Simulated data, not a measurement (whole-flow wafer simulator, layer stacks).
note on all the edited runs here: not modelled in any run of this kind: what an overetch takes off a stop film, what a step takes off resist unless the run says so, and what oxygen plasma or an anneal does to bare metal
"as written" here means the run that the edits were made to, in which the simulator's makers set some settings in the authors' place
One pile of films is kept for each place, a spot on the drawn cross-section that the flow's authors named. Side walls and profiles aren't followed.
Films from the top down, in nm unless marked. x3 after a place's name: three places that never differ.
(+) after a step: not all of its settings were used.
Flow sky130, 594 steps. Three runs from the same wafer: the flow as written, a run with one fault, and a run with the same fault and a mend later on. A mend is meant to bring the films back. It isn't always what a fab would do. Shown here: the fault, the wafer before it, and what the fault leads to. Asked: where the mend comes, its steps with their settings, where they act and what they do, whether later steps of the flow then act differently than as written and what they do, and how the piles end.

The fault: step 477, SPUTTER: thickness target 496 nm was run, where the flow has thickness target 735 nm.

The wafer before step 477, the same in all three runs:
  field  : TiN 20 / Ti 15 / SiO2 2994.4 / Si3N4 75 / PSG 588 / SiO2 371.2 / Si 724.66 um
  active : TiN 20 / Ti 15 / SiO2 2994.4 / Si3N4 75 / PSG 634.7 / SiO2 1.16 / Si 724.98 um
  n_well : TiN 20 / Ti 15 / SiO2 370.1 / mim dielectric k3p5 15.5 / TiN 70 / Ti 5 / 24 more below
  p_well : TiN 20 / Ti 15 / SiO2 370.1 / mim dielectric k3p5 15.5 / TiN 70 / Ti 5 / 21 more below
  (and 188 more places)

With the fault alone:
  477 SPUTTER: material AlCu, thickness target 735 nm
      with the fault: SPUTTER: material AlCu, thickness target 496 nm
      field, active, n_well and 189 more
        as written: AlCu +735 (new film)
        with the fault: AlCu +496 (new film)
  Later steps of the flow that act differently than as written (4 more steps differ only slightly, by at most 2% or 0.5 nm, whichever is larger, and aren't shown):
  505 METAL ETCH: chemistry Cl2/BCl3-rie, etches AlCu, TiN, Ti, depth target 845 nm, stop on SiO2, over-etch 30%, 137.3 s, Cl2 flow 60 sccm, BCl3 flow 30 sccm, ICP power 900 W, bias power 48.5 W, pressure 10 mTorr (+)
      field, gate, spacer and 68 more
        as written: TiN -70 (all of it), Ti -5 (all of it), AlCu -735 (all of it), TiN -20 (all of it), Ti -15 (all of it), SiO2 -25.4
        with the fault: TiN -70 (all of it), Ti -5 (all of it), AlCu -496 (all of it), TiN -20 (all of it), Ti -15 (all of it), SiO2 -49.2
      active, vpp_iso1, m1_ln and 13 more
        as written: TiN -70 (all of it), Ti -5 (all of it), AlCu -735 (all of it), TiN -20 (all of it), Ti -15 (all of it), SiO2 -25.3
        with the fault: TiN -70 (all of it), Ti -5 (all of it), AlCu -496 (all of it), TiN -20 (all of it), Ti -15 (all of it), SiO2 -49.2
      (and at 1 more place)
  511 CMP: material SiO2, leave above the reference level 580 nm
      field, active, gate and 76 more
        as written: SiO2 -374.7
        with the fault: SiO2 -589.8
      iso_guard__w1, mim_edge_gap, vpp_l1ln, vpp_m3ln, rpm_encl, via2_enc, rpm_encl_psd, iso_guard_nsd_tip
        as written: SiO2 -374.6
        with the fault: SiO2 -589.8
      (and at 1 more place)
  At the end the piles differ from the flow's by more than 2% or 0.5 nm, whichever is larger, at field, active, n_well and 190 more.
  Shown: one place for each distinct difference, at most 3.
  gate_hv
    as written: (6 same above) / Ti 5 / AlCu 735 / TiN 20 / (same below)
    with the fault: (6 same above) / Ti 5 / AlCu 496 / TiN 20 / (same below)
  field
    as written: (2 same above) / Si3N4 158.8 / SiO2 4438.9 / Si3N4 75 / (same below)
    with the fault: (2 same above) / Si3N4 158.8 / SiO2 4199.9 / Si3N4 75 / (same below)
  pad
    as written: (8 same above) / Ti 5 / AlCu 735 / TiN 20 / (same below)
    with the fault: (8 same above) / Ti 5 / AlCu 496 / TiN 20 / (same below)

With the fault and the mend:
  The mend comes after step 477.
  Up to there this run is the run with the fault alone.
  477a SPUTTER: material AlCu, thickness target 239 nm (the flow's step 477 once more, with other settings)
      field, active, n_well and 189 more
        AlCu +239
  No later step of the flow acts differently than as written at any place that is followed.
  At the end the piles are the same as the flow's at every place that both follow.
